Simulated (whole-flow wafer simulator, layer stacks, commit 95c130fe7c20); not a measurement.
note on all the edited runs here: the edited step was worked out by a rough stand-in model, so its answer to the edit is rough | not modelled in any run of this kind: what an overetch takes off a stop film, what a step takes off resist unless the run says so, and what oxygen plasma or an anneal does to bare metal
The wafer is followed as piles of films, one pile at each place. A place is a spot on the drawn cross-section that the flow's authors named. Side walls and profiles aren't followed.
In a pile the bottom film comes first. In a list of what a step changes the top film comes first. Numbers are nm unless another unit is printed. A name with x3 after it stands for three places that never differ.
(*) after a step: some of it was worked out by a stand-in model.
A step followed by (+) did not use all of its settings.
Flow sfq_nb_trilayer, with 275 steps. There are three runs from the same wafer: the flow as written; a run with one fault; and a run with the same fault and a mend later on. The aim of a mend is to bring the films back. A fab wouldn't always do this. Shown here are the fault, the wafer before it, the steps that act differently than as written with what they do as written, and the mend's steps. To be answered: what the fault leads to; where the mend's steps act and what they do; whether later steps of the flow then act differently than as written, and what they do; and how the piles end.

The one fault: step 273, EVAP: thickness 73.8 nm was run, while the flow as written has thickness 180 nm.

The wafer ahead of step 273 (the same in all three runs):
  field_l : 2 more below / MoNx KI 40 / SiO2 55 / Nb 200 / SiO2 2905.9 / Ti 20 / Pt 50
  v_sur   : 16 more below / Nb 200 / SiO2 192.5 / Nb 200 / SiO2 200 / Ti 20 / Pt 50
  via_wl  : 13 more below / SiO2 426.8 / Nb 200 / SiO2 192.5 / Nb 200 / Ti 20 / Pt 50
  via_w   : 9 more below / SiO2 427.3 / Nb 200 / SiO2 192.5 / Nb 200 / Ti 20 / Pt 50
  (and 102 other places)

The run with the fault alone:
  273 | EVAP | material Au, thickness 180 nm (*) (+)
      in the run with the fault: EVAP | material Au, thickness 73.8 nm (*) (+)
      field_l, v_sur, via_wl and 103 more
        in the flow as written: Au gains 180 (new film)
        in the run with the fault: Au gains 73.8 (new film)
  Steps further on in the flow that do not act as written:
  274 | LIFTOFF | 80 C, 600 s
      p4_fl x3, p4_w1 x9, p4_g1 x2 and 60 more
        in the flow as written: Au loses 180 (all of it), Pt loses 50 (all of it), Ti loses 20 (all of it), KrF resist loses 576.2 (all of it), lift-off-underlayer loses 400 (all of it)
        in the run with the fault: Au loses 73.8 (all of it), Pt loses 50 (all of it), Ti loses 20 (all of it), KrF resist loses 576.2 (all of it), lift-off-underlayer loses 400 (all of it)
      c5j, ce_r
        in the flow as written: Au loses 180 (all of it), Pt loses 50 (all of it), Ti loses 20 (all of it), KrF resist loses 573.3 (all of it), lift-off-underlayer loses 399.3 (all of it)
        in the run with the fault: Au loses 73.8 (all of it), Pt loses 50 (all of it), Ti loses 20 (all of it), KrF resist loses 573.3 (all of it), lift-off-underlayer loses 399.3 (all of it)
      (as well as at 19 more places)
  At field_l, v_sur, via_wl and 8 more, the piles at the end differ from the flow's by more than 2% or 0.5 nm, whichever is larger.
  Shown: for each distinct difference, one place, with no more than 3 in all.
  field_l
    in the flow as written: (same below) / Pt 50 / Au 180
    in the run with the fault: (same below) / Pt 50 / Au 73.8

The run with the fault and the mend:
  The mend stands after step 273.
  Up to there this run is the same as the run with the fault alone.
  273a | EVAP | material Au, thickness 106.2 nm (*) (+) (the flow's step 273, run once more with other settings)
      field_l, v_sur, via_wl and 103 more
        Au gains 106.2
  Later steps of the flow that are run all act as written at every place that is followed.
  At every place that both follow, the piles at the end match the flow's.
